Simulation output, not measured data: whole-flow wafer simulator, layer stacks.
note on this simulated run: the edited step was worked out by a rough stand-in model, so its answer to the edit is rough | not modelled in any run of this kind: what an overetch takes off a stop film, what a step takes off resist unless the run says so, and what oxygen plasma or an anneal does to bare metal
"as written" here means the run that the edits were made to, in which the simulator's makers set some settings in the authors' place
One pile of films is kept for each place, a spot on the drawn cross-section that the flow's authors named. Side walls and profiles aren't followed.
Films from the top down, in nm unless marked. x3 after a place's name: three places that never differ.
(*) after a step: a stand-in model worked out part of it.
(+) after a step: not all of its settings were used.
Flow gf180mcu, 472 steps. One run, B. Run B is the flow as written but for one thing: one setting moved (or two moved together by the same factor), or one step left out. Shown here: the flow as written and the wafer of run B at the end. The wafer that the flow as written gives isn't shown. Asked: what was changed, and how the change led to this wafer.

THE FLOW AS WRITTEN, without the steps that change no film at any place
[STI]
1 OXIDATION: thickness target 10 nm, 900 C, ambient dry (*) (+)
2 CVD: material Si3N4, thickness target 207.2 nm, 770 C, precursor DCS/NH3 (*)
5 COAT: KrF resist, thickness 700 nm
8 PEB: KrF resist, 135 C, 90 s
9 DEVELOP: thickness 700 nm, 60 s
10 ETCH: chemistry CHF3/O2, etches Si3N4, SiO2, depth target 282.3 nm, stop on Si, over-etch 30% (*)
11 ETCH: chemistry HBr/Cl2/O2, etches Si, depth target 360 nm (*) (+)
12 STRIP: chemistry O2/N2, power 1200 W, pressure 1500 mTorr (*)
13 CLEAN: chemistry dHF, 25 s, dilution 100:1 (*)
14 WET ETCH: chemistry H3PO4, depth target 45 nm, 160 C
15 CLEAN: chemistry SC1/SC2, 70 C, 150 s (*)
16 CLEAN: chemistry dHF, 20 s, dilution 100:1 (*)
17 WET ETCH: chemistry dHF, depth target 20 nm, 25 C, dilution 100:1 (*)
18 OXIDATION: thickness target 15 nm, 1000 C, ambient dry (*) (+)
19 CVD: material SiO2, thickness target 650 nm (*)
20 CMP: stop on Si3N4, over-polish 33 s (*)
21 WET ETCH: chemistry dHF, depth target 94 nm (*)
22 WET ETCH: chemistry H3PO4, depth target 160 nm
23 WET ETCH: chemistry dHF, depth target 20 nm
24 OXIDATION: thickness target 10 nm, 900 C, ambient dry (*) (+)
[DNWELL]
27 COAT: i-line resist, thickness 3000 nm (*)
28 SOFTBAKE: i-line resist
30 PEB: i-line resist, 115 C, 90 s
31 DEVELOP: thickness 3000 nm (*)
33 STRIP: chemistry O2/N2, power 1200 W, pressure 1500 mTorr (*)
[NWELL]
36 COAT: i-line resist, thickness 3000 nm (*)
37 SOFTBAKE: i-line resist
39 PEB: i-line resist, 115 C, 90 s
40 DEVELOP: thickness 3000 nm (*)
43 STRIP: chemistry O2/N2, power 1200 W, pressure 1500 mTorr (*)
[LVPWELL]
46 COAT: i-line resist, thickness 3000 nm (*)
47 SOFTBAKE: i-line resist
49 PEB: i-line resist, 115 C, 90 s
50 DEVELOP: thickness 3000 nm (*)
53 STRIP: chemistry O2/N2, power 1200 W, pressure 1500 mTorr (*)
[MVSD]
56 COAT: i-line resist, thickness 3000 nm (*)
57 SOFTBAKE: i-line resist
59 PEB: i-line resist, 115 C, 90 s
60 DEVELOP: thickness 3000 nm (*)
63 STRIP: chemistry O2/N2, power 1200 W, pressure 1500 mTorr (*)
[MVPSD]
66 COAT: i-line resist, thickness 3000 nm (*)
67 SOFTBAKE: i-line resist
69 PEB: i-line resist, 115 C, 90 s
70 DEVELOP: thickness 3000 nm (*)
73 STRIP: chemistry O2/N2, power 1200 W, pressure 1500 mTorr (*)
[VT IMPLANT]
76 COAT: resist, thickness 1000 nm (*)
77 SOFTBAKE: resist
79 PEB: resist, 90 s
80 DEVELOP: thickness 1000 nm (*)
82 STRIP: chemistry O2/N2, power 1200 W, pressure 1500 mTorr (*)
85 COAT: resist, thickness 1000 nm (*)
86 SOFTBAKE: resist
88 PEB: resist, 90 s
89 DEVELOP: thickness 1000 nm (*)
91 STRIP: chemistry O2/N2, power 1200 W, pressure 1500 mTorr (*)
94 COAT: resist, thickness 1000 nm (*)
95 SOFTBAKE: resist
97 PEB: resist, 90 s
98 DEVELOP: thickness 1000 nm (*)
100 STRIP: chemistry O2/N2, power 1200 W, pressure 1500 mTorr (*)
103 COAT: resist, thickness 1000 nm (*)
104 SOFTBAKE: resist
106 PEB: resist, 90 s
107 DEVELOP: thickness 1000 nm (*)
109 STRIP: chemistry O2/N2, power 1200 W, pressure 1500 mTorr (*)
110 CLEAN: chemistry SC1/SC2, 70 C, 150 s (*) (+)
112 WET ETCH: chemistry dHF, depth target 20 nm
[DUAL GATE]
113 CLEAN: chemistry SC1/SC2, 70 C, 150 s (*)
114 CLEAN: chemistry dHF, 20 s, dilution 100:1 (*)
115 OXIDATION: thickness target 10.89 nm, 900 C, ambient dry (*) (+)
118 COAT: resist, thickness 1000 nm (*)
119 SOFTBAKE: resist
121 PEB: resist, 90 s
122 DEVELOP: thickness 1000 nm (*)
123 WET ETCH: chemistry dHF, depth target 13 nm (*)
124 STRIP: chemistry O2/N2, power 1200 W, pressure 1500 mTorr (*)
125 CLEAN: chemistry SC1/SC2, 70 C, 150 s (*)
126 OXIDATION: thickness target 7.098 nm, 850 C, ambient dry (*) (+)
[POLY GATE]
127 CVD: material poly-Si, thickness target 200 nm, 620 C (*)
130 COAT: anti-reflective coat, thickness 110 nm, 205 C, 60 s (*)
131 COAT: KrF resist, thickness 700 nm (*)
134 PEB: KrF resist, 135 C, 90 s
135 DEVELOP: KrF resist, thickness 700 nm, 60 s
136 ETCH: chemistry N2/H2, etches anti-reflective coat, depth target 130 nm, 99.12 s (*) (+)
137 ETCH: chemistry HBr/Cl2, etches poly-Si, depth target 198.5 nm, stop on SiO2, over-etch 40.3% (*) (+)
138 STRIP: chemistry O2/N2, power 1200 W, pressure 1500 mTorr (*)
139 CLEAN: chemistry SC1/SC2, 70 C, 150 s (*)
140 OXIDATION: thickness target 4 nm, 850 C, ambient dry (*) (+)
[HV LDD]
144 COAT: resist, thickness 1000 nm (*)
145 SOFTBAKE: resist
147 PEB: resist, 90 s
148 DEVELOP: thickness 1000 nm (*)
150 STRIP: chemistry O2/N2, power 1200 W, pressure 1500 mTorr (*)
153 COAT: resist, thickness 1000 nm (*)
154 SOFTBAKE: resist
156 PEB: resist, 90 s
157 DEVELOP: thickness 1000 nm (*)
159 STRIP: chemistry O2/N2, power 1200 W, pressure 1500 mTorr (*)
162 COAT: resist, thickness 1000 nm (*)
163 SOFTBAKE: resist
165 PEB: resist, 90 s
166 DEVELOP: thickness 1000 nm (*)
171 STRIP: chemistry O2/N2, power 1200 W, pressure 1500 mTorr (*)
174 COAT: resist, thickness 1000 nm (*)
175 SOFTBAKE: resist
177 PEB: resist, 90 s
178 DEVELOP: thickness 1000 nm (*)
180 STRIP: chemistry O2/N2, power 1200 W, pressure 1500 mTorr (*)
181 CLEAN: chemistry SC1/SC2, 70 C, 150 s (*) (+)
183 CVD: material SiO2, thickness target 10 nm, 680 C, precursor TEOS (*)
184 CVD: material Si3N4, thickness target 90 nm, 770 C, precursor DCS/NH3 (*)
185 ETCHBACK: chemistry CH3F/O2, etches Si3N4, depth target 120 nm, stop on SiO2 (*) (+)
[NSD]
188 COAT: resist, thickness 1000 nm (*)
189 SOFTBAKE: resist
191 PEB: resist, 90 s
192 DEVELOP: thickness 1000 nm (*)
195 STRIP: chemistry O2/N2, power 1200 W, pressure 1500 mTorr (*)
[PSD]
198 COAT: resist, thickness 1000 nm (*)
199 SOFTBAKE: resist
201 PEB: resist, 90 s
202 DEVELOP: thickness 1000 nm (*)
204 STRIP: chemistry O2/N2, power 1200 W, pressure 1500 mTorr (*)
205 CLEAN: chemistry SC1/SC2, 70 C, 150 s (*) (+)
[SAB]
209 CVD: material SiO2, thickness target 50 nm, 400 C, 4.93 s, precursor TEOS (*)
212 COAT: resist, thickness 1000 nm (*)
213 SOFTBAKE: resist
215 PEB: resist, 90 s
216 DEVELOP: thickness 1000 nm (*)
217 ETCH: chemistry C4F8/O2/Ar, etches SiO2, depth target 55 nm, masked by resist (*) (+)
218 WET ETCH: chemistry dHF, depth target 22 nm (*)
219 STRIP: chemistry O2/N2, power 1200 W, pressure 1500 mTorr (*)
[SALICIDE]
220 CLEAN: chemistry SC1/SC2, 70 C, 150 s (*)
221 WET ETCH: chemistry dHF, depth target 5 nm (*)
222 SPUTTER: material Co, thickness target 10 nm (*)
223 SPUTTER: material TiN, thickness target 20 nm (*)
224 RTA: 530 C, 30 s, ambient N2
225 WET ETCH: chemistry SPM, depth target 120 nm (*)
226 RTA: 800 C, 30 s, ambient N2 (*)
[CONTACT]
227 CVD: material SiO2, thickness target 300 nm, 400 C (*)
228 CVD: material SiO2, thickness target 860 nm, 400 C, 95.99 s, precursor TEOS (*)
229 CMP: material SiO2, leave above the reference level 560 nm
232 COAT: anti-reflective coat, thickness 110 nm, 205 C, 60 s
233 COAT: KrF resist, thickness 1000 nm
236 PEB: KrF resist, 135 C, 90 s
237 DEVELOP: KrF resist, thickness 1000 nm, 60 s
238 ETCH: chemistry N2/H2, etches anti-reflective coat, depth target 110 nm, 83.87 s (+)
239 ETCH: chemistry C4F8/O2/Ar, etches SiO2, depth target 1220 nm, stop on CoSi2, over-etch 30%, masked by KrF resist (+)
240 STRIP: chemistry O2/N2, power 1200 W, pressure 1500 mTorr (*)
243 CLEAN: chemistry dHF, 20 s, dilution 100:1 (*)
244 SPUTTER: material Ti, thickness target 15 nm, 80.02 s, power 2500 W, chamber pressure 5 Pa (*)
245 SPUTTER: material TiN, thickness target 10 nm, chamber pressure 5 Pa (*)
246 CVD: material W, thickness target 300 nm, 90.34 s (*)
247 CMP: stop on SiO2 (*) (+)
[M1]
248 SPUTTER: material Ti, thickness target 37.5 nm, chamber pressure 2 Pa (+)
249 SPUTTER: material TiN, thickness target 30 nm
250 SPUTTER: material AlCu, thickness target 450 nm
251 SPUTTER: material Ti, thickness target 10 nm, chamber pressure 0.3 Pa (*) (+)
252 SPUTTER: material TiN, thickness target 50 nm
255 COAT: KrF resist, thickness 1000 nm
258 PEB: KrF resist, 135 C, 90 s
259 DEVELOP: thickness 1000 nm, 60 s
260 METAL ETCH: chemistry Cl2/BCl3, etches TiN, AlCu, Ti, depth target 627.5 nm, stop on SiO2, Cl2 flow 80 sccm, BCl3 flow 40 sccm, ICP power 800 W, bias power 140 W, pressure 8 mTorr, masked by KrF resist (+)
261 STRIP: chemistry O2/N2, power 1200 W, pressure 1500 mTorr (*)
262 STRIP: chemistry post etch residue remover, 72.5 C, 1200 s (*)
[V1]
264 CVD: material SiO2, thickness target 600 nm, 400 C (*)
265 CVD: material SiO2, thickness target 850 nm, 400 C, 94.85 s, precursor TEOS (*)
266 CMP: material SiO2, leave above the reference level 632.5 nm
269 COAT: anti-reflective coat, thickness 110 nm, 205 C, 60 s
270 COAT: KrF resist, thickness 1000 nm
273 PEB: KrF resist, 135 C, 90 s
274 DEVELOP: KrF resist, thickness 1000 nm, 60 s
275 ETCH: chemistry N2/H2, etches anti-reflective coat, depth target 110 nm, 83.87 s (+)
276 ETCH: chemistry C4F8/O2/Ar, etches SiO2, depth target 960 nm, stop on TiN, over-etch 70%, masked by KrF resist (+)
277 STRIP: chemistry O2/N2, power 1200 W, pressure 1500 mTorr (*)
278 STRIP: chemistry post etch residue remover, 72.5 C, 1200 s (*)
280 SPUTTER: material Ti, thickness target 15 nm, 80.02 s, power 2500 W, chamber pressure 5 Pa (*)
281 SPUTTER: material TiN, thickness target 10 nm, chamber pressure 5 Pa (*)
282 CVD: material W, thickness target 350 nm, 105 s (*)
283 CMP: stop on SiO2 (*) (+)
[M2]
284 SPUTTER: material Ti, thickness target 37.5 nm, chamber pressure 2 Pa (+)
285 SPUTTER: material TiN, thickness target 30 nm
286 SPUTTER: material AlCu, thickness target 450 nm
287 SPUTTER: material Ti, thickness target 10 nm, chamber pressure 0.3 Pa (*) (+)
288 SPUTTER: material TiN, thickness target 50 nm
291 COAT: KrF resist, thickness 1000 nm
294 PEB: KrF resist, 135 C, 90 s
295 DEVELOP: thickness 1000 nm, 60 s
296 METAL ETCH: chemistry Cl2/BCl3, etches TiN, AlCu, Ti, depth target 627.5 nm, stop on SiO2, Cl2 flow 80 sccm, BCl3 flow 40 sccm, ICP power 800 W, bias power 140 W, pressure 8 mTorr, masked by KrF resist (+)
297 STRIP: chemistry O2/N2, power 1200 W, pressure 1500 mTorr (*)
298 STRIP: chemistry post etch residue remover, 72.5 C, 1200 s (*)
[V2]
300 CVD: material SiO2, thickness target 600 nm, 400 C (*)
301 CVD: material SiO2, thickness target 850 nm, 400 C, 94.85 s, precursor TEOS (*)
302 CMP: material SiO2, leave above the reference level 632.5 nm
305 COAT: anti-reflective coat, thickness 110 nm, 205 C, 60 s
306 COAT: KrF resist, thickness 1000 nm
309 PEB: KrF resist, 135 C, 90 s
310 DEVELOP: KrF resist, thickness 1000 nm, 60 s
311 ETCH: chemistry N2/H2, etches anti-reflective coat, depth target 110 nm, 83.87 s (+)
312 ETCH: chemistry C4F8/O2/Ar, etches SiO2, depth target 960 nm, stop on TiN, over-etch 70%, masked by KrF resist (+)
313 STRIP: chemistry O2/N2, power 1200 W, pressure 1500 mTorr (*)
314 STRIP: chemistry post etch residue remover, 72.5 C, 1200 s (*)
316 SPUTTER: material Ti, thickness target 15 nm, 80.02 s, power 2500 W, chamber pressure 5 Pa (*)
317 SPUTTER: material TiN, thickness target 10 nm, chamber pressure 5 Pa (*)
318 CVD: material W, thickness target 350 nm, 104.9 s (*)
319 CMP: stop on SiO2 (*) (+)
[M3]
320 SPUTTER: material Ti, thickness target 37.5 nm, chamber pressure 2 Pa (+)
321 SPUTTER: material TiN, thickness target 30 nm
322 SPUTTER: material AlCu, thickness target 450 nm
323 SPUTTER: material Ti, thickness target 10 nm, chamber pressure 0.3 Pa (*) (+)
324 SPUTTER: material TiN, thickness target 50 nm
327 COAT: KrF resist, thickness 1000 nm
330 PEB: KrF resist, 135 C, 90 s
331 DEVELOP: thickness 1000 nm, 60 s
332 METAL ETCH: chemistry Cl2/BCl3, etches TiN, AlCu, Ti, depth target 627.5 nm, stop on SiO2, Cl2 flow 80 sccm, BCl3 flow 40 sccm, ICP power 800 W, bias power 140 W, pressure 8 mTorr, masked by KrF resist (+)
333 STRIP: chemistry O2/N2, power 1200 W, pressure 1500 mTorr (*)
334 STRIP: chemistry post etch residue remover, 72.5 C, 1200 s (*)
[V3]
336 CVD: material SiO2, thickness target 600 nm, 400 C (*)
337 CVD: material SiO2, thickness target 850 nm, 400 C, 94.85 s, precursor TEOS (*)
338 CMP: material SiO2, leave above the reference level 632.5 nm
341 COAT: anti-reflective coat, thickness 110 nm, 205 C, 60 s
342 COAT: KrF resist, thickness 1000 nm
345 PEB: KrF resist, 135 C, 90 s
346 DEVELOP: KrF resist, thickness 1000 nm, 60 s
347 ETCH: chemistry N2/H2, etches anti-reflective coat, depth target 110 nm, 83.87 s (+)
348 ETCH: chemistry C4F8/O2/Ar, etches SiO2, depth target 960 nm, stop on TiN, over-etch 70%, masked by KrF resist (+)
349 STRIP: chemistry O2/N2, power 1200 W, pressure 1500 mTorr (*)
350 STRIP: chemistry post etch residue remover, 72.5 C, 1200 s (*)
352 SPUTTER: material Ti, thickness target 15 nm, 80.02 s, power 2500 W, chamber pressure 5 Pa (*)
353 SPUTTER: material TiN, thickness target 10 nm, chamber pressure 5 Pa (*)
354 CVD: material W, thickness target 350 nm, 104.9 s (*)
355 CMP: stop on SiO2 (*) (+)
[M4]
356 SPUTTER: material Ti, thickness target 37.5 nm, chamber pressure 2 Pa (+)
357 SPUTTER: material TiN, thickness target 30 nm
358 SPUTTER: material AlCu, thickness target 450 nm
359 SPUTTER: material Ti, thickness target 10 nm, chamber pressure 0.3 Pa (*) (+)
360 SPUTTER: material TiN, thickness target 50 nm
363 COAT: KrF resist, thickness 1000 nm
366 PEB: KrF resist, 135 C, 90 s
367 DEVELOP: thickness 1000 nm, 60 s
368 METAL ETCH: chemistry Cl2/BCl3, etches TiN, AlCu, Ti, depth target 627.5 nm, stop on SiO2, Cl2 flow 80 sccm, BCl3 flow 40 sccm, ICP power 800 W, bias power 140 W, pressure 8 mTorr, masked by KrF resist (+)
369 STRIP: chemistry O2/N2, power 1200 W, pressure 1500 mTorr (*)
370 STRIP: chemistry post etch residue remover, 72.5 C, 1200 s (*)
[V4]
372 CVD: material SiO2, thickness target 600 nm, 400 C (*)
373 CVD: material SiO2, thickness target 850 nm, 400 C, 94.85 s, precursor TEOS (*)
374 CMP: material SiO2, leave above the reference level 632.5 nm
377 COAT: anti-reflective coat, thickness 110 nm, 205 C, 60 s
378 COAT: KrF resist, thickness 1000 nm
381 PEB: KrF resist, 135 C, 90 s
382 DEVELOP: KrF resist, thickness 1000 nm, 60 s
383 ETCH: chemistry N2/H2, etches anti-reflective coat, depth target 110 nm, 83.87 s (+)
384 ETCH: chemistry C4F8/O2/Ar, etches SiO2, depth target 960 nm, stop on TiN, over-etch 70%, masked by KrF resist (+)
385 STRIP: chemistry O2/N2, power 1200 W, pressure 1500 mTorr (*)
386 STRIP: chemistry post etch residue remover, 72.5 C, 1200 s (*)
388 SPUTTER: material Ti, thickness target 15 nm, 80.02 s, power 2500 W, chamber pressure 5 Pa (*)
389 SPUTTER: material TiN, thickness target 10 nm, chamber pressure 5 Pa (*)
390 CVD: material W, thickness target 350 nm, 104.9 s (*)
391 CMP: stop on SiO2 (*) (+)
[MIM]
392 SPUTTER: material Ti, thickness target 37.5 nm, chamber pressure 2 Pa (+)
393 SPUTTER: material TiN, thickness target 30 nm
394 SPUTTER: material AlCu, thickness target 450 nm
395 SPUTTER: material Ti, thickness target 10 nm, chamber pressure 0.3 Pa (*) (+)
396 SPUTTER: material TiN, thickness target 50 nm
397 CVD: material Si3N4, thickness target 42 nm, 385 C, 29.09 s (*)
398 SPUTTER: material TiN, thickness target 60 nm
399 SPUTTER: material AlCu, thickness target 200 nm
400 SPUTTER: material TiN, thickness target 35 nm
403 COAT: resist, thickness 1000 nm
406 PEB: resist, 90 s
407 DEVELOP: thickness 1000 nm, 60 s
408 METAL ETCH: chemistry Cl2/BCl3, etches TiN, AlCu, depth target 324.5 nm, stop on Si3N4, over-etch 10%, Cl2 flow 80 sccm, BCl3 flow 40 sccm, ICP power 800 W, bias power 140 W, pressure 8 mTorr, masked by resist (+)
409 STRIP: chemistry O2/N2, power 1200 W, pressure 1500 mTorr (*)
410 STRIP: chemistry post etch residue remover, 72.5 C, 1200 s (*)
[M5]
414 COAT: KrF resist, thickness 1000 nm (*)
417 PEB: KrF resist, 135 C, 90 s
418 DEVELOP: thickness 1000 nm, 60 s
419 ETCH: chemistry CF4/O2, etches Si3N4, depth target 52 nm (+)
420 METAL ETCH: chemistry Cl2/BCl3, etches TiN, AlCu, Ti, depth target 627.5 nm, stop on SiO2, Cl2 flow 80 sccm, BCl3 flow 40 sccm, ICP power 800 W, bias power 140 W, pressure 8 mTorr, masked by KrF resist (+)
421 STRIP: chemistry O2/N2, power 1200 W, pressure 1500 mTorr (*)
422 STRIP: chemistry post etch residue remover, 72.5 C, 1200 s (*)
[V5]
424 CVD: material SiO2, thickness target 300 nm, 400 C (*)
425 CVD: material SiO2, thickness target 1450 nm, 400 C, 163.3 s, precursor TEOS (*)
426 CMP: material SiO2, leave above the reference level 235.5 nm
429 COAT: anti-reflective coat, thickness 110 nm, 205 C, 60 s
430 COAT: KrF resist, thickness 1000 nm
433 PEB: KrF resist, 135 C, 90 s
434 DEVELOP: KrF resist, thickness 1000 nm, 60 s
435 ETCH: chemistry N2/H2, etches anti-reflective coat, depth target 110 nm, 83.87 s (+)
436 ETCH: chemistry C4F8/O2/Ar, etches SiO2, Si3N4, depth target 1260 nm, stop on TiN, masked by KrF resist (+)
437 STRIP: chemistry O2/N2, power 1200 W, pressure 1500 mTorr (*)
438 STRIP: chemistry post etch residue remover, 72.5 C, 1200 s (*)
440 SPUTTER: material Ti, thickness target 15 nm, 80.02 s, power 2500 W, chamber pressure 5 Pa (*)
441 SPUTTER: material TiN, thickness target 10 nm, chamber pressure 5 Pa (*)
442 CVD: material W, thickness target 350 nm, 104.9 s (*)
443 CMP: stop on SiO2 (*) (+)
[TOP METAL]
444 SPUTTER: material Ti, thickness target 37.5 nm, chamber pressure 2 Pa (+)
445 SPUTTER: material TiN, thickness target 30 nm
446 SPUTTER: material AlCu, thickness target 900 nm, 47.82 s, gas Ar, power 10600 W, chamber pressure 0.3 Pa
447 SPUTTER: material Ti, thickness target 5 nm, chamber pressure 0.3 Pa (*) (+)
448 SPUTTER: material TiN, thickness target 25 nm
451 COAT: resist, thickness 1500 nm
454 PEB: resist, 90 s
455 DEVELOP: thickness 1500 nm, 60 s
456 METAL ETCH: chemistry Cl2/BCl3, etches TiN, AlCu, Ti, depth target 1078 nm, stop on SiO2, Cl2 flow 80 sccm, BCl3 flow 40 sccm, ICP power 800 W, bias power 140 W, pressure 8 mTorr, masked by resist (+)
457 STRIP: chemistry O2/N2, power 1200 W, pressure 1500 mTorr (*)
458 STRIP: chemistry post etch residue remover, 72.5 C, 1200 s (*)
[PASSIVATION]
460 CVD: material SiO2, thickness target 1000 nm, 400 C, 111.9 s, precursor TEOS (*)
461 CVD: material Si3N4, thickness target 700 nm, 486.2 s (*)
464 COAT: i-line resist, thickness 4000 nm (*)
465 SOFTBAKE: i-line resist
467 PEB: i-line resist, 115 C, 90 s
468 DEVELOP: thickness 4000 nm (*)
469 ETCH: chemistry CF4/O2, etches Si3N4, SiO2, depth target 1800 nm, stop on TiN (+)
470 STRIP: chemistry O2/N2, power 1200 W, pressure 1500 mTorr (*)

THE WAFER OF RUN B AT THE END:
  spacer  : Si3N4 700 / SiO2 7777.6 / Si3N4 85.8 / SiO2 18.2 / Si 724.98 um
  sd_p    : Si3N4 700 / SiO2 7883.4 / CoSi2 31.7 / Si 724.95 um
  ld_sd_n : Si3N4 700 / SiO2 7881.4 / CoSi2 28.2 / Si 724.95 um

The cause: step 183, CVD: thickness target 11 nm was run, where the flow has thickness target 10 nm.

How the change led to this, step by step:
  183 CVD: material SiO2, thickness target 10 nm, 680 C, precursor TEOS (*)
      field, field__w1, field__w2 and 99 more: SiO2 +11 (as written it would be: SiO2 +10)
      ld_drift_p: SiO2 +10.9 (as written it would be: SiO2 +9.87)
      (and at 1 more place)
  189 SOFTBAKE: resist
      field__w9: resist -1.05 (as written it would be: resist +1.85)
      nw_enc_fld_lv__w3: resist -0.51 (as written it would be: resist +0.35)
  199 SOFTBAKE: resist
      field__w9: resist -1.05 (as written it would be: resist +1.85)
      nw_enc_fld_lv__w3: resist -0.51 (as written it would be: resist +0.35)
  218 WET ETCH: chemistry dHF, depth target 22 nm (*)
      gate, gate_hv, gate_p and 23 more: SiO2 -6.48 (all of it) (as written it would be: SiO2 -5.48 (all of it))
      active, p_well, sd_n, iso_ptap_pw, iso_ntap_nw, iso_ptap_sub, vpnp_e: SiO2 -10 (all of it) (as written it would be: SiO2 -9.01 (all of it))
      (and at 16 more places)
